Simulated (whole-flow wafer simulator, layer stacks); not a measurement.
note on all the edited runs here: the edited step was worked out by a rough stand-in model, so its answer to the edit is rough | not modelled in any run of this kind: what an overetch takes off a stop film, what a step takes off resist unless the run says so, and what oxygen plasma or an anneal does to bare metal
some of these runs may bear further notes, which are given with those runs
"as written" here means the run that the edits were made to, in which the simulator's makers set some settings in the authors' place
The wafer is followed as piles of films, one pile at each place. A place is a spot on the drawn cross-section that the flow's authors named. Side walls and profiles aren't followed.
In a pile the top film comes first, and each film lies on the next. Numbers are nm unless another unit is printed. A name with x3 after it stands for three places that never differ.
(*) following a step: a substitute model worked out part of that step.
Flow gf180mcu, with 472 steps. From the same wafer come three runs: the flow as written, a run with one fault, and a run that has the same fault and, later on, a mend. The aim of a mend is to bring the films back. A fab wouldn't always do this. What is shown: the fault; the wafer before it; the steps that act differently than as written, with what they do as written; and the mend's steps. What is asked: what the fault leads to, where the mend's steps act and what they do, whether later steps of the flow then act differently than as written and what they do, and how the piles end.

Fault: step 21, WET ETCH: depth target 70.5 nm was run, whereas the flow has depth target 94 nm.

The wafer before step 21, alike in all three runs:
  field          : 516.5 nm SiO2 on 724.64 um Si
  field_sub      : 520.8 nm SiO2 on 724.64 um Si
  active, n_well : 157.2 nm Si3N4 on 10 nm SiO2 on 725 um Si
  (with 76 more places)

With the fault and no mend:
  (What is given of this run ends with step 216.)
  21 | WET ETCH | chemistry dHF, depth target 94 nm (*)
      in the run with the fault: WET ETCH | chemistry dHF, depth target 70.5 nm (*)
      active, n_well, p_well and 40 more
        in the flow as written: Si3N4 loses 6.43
        in the run with the fault: Si3N4 loses 4.84
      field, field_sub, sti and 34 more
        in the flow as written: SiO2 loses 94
        in the run with the fault: SiO2 loses 70.5
  Steps later in the flow that act otherwise than as written (40 other steps are not shown; they differ only slightly, by no more than 2% or 0.5 nm, whichever is larger):
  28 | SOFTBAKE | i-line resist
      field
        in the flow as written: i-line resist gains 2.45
        in the run with the fault: i-line resist gains 4.15
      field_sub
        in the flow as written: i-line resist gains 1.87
        in the run with the fault: i-line resist gains 3.17
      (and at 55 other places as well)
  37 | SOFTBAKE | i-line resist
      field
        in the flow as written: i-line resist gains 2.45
        in the run with the fault: i-line resist gains 4.15
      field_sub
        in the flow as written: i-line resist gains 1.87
        in the run with the fault: i-line resist gains 3.17
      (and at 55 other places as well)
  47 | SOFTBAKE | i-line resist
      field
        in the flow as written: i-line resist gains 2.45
        in the run with the fault: i-line resist gains 4.15
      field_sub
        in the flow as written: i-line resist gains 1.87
        in the run with the fault: i-line resist gains 3.17
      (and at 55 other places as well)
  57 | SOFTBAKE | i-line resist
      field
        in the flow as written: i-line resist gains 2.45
        in the run with the fault: i-line resist gains 4.15
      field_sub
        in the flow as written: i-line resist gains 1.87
        in the run with the fault: i-line resist gains 3.17
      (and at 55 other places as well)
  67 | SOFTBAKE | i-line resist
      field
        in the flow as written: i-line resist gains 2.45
        in the run with the fault: i-line resist gains 4.15
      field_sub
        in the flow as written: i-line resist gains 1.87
        in the run with the fault: i-line resist gains 3.17
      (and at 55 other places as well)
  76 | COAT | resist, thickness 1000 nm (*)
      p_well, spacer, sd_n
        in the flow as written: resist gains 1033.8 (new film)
        in the run with the fault: resist gains 1056.7 (new film)
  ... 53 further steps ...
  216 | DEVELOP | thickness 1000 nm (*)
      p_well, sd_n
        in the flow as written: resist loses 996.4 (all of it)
        in the run with the fault: resist loses 1017.9 (all of it)
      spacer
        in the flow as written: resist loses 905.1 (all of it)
        in the run with the fault: resist loses 926.5 (all of it)
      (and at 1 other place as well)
  Once step 216 is done, the piles at field, field__w1, field__w2 and 67 more depart from the flow's by more than 2% or 0.5 nm, whichever is larger.
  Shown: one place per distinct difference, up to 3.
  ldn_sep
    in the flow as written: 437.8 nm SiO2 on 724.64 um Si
    in the run with the fault: 461.2 nm SiO2 on 724.64 um Si
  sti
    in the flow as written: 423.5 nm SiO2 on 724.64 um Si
    in the run with the fault: 446.9 nm SiO2 on 724.64 um Si
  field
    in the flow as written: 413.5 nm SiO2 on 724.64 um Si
    in the run with the fault: 436.9 nm SiO2 on 724.64 um Si

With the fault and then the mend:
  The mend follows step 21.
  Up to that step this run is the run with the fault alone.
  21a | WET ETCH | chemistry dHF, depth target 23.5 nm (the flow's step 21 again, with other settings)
      field, field_sub, sti and 34 more
        SiO2 loses 23.5
  Later steps of the flow that are run all act as written at every place that is followed, up to a difference of at most 2% or 0.5 nm, whichever is larger.
  By the end, the piles equal the flow's at every place that both follow.
